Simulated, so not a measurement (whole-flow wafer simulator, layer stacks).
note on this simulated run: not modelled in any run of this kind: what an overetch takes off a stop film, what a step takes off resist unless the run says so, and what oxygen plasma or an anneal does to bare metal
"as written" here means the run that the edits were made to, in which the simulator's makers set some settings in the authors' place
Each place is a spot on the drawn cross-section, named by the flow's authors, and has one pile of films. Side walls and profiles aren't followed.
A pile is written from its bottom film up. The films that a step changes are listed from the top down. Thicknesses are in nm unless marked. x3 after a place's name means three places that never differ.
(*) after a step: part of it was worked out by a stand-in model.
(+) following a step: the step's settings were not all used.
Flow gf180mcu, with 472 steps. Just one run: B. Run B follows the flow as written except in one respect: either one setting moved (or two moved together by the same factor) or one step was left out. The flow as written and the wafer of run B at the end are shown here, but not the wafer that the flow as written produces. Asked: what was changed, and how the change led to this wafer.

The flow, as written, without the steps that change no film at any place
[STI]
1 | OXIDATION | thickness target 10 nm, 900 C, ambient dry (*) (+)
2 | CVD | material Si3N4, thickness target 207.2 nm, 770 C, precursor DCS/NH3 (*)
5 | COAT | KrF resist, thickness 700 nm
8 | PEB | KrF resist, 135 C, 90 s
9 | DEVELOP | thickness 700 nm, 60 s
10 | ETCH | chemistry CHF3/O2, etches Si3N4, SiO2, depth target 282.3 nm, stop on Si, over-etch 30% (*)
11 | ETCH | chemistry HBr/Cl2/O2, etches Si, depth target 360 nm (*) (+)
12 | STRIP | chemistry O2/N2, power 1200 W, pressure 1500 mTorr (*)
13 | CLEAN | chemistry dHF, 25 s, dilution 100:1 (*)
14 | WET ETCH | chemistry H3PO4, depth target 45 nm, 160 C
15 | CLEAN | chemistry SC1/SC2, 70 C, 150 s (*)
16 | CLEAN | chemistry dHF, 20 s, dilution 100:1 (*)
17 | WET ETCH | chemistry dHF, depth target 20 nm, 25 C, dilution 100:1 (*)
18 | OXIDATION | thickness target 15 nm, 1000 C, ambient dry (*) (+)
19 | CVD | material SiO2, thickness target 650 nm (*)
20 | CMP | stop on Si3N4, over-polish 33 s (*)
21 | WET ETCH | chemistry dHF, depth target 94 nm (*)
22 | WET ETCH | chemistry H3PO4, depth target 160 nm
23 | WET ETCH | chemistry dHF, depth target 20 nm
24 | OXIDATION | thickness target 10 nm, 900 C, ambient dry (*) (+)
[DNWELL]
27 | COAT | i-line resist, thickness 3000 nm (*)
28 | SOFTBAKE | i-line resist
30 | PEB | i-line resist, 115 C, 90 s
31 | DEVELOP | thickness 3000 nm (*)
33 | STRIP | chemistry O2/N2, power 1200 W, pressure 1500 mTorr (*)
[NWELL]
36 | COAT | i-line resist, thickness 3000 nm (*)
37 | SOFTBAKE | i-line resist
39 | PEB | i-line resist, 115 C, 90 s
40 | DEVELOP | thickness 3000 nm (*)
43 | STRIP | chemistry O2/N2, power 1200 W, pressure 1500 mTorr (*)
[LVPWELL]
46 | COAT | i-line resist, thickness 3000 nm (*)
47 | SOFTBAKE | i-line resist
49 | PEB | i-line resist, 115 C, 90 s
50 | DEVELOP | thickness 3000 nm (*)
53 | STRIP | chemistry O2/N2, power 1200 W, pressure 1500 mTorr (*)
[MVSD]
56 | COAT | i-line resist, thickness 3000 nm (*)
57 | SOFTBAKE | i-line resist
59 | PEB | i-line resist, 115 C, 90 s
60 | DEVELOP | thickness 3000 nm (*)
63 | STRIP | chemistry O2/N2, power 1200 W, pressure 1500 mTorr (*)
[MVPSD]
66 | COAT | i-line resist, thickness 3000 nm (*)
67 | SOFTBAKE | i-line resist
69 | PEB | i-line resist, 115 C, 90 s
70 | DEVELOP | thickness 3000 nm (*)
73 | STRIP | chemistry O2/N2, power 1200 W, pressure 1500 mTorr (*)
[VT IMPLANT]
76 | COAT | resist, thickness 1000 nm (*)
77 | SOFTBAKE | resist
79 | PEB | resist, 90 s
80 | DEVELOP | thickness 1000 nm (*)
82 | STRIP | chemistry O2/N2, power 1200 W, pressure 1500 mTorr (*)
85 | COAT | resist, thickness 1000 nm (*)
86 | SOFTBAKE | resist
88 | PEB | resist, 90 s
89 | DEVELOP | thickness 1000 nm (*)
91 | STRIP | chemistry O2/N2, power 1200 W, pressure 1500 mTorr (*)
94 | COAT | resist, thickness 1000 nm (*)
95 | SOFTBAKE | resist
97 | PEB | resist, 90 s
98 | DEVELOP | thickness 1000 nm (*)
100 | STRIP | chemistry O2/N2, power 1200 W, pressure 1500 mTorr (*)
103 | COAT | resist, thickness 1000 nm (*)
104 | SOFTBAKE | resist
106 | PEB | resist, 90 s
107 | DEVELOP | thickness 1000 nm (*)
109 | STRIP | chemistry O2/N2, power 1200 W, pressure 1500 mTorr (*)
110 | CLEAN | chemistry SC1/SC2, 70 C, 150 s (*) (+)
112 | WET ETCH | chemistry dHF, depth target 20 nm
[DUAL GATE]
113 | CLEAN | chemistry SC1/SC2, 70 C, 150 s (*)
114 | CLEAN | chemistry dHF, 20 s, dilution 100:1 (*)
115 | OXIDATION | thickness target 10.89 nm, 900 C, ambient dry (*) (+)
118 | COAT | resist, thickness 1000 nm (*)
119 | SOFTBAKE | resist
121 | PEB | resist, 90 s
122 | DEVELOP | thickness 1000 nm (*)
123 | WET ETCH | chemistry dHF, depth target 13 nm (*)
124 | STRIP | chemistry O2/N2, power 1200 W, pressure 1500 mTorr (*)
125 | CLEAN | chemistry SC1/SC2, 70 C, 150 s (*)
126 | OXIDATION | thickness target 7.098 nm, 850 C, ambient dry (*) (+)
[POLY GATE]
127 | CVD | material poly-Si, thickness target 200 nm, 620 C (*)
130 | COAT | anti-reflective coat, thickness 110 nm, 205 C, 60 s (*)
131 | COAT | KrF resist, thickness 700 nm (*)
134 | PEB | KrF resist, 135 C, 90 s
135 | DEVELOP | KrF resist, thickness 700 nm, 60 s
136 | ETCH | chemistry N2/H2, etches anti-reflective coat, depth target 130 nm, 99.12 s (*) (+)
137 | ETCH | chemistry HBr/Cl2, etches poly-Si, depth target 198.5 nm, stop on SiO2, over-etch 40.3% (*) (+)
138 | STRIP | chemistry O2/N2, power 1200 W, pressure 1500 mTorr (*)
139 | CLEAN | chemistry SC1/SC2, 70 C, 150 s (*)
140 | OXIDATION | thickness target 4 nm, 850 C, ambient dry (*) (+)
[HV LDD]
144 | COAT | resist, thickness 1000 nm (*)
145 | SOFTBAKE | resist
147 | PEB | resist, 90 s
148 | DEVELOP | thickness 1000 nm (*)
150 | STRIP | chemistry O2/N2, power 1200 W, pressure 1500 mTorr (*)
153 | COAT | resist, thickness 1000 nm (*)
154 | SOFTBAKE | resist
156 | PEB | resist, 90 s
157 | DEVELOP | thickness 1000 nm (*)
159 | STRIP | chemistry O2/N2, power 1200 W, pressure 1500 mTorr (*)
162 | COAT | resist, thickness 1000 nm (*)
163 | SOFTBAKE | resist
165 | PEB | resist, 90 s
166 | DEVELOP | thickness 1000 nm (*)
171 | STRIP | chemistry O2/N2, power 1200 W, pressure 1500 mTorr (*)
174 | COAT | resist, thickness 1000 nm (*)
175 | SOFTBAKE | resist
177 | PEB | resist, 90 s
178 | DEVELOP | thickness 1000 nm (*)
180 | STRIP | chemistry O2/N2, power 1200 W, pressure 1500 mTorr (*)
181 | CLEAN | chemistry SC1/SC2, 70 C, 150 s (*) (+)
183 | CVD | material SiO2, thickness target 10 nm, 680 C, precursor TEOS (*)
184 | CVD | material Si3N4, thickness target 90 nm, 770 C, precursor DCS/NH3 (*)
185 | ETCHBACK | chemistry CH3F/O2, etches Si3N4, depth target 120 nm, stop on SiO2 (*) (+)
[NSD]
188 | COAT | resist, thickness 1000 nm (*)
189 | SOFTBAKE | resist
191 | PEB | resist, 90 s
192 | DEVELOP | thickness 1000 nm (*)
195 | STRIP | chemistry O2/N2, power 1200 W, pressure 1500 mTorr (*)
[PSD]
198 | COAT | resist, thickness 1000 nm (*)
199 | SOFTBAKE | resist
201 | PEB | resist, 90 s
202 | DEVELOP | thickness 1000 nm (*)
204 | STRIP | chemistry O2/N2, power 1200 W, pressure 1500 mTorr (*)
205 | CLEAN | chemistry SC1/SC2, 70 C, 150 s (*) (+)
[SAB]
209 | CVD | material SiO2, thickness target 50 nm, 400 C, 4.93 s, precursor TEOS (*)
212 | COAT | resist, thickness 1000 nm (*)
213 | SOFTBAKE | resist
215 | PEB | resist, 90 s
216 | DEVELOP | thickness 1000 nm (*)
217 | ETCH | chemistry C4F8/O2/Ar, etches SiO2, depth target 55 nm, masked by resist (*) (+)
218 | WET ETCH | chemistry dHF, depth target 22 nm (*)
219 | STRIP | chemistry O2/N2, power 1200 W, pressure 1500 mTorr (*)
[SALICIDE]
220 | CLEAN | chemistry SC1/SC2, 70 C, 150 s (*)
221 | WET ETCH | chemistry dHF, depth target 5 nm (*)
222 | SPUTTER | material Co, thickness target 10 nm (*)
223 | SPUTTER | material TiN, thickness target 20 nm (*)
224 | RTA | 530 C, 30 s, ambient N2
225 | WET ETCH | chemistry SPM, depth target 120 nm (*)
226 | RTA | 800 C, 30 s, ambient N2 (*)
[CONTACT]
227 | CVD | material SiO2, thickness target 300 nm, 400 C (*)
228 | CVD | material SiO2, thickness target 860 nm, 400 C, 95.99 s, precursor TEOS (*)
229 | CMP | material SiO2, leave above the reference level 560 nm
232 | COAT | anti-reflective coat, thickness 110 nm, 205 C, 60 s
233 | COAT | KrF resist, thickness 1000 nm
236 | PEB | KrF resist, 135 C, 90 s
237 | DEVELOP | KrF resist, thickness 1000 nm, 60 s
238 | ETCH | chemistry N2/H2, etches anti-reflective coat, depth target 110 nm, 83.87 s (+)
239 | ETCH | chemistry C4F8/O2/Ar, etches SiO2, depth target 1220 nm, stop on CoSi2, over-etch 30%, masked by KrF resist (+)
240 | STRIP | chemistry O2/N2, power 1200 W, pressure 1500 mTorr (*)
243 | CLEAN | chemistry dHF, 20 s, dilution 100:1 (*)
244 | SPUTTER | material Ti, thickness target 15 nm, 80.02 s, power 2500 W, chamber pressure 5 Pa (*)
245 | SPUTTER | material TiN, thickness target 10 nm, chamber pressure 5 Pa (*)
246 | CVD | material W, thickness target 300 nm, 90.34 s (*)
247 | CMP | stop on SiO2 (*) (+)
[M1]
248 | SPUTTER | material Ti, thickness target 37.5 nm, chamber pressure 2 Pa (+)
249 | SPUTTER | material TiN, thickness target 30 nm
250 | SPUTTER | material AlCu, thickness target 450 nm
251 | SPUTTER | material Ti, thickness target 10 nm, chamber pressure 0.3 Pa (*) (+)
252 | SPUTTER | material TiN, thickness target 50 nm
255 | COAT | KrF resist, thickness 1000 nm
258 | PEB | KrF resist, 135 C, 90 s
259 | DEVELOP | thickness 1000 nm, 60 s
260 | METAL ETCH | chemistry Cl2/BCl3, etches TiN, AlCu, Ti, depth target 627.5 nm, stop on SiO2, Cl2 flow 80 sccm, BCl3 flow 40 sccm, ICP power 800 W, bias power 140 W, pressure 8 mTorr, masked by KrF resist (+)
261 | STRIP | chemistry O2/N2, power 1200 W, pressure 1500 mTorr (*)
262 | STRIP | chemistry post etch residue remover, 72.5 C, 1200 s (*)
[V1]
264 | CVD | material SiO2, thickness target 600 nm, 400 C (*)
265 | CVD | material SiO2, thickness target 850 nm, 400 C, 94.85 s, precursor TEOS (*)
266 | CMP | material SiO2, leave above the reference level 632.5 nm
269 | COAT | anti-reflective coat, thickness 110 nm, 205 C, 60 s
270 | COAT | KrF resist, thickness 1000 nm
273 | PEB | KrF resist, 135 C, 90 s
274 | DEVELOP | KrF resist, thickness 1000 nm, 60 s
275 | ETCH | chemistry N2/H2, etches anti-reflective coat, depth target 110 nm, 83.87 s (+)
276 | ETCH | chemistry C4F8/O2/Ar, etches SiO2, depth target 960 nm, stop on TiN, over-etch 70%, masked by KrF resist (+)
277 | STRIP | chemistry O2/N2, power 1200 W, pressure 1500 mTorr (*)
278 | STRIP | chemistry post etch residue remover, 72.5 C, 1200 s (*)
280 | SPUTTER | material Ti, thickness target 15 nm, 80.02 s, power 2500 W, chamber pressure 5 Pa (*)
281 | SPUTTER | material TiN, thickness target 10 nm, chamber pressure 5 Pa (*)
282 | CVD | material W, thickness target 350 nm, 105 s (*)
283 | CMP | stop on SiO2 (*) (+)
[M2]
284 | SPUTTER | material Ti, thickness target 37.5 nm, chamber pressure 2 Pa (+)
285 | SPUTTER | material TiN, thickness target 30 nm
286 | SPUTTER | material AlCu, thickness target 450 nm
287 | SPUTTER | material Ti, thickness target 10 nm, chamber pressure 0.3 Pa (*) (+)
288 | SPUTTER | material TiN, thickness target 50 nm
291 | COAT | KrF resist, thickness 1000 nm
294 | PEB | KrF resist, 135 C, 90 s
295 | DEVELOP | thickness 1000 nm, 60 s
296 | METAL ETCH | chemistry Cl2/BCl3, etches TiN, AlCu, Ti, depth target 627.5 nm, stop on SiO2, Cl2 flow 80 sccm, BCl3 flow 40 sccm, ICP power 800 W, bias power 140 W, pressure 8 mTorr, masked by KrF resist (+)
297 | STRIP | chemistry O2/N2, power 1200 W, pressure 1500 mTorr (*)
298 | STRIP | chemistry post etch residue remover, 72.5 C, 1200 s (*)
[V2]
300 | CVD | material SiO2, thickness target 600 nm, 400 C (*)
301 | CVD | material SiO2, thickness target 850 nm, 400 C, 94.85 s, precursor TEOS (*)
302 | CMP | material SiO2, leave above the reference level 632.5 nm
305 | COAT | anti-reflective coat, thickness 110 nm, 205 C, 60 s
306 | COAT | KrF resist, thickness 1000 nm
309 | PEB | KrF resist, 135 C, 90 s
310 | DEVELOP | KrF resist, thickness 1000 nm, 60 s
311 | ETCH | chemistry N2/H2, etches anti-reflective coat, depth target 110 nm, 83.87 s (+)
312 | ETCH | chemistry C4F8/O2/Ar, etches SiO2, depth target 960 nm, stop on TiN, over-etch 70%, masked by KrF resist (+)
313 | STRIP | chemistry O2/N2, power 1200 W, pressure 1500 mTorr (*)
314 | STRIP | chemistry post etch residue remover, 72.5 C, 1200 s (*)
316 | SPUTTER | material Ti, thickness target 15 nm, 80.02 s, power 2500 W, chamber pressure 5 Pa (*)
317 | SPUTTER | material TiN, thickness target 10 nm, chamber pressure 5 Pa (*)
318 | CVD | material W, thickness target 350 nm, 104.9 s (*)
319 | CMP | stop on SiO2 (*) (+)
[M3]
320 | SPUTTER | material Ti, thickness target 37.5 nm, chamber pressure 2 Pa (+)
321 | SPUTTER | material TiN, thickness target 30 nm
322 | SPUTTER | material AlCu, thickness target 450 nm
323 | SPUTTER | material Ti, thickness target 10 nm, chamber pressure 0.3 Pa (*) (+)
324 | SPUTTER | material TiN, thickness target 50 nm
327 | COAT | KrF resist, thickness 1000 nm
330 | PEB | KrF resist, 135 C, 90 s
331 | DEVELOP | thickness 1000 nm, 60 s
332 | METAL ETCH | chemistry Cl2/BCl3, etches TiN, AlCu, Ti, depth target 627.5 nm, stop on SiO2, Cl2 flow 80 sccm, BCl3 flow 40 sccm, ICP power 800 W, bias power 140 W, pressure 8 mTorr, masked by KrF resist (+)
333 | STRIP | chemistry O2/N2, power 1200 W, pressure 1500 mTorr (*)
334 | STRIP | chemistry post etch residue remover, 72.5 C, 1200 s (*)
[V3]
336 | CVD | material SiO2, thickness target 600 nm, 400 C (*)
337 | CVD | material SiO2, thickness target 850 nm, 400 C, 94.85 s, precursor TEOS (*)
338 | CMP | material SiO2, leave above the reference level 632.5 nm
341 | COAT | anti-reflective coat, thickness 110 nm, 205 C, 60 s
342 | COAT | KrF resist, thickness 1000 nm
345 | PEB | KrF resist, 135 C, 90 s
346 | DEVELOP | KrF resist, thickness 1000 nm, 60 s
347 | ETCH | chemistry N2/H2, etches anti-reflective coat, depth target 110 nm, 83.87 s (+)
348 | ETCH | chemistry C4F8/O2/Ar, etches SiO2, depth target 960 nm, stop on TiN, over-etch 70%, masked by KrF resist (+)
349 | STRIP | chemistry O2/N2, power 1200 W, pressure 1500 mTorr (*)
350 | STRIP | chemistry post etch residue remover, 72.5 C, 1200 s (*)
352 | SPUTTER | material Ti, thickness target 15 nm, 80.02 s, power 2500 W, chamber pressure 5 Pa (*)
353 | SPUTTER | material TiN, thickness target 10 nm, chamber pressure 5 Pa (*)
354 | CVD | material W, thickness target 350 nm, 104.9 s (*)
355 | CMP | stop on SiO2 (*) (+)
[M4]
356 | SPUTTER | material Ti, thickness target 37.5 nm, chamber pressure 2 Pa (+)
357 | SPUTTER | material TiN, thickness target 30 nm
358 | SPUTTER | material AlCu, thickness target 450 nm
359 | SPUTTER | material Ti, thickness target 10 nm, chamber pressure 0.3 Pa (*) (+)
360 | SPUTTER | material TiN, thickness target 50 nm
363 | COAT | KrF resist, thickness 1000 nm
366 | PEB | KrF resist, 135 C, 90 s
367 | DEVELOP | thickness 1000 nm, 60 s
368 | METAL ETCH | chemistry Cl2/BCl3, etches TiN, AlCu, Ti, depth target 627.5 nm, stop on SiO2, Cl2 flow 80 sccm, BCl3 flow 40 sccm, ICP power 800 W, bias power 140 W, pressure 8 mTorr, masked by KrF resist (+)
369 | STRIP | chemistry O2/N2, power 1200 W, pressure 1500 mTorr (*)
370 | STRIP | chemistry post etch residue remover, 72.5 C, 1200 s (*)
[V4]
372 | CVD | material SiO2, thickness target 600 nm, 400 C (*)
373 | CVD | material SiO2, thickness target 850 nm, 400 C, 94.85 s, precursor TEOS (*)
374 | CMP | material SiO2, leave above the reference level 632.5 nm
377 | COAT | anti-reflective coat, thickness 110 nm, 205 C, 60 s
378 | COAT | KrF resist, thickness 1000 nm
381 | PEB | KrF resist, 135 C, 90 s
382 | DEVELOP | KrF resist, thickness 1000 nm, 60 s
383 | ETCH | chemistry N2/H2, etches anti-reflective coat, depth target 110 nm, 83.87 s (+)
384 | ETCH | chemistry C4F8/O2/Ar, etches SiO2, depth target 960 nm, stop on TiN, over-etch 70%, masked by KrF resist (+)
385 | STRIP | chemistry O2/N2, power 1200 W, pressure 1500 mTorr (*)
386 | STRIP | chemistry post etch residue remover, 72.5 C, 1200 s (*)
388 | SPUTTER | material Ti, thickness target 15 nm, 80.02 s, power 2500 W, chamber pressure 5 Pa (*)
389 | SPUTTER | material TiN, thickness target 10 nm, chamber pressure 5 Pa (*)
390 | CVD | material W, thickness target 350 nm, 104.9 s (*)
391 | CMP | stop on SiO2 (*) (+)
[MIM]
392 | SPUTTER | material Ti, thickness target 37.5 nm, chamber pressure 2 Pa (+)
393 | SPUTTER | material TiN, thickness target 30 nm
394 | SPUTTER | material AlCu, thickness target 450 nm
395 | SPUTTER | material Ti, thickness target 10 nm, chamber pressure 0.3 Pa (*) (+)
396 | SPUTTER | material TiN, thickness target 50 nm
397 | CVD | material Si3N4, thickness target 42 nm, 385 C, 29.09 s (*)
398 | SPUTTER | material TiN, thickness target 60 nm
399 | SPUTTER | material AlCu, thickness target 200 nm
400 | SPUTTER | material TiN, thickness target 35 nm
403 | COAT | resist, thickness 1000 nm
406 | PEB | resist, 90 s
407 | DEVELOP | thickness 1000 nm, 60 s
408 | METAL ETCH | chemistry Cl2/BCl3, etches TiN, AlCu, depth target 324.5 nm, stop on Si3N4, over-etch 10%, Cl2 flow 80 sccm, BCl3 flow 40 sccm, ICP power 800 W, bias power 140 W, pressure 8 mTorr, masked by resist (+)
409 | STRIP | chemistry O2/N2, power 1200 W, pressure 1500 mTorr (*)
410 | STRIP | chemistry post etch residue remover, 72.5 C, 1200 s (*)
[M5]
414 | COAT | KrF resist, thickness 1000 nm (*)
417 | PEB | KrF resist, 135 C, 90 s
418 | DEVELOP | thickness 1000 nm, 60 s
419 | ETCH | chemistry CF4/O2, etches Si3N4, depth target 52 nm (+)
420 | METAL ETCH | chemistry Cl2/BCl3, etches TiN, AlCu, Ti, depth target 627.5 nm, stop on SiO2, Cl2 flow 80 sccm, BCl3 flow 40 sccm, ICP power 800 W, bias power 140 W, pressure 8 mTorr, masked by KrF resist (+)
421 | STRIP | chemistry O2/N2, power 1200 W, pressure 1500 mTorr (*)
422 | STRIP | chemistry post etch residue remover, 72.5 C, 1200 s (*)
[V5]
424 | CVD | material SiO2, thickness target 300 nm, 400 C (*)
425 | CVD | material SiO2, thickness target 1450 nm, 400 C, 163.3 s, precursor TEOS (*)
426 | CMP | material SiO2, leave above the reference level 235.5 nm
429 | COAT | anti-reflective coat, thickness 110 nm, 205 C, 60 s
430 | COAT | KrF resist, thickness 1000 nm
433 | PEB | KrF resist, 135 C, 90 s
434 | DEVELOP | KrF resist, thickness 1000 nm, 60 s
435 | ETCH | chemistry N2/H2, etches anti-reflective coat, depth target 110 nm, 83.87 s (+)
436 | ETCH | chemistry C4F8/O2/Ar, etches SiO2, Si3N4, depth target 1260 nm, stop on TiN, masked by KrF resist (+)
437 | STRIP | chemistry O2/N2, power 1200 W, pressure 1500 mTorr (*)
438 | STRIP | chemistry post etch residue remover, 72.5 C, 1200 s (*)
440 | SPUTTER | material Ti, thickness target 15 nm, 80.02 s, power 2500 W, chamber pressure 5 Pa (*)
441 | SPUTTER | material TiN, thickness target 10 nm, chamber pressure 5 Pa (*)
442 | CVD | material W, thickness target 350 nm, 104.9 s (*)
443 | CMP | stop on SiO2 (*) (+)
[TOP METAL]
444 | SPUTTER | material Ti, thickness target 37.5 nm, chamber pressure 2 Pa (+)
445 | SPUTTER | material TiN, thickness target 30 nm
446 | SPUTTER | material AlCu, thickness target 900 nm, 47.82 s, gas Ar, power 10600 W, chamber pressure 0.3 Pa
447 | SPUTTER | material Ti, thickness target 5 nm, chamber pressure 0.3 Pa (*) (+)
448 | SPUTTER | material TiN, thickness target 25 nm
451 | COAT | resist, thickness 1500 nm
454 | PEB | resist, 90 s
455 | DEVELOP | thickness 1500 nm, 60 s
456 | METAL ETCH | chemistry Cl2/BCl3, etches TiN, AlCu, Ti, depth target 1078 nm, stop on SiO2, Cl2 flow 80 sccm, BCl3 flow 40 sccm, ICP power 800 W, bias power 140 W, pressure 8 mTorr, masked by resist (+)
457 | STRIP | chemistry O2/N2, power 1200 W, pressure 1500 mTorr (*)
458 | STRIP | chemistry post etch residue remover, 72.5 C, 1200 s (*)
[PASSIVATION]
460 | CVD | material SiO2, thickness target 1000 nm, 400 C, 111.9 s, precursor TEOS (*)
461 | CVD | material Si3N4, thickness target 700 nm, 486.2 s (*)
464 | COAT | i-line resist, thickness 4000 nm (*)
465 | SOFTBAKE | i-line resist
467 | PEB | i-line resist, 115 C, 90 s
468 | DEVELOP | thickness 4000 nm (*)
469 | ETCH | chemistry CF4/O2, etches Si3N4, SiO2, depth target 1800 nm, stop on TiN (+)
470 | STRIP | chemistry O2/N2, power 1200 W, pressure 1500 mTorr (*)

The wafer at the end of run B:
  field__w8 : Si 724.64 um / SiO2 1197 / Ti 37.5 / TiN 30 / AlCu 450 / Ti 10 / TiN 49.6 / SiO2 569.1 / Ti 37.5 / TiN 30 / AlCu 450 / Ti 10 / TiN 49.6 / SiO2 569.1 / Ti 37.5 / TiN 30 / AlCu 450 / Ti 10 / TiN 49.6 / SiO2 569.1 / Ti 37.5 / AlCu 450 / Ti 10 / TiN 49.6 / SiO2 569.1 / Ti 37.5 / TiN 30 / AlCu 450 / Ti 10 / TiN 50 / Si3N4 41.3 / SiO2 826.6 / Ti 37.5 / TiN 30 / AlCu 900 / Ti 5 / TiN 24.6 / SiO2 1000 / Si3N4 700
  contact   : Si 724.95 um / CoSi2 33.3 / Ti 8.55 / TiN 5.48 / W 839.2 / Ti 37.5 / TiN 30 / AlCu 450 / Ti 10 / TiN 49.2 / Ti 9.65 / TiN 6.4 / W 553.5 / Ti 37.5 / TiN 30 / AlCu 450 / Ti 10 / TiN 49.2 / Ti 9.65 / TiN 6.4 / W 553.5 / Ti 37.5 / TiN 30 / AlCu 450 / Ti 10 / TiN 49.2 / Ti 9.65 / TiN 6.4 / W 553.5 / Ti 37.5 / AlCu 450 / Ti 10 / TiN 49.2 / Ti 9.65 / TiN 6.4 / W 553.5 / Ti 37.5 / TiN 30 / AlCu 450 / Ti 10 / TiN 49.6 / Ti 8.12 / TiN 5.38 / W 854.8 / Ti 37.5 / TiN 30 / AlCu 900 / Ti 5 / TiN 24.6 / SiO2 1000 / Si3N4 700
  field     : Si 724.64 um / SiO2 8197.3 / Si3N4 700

Cause: step 357, SPUTTER: material TiN, thickness target 30 nm, was not run.

The path from the change to this, step by step:
  368 | METAL ETCH | chemistry Cl2/BCl3, etches TiN, AlCu, Ti, depth target 627.5 nm, stop on SiO2, Cl2 flow 80 sccm, BCl3 flow 40 sccm, ICP power 800 W, bias power 140 W, pressure 8 mTorr, masked by KrF resist (+)
      field, field__w1, field__w2 and 103 more: TiN loses 50 (all of it), Ti loses 10 (all of it), AlCu loses 450 (all of it), Ti loses 37.5 (all of it) (it would be, as written: TiN loses 50 (all of it), Ti loses 10 (all of it), AlCu loses 450 (all of it), TiN loses 30 (all of it), Ti loses 37.5 (all of it))
  374 | CMP | material SiO2, leave above the reference level 632.5 nm
      field, field__w1, field__w2 and 103 more: SiO2 loses 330 (it would be, as written: SiO2 loses 300)
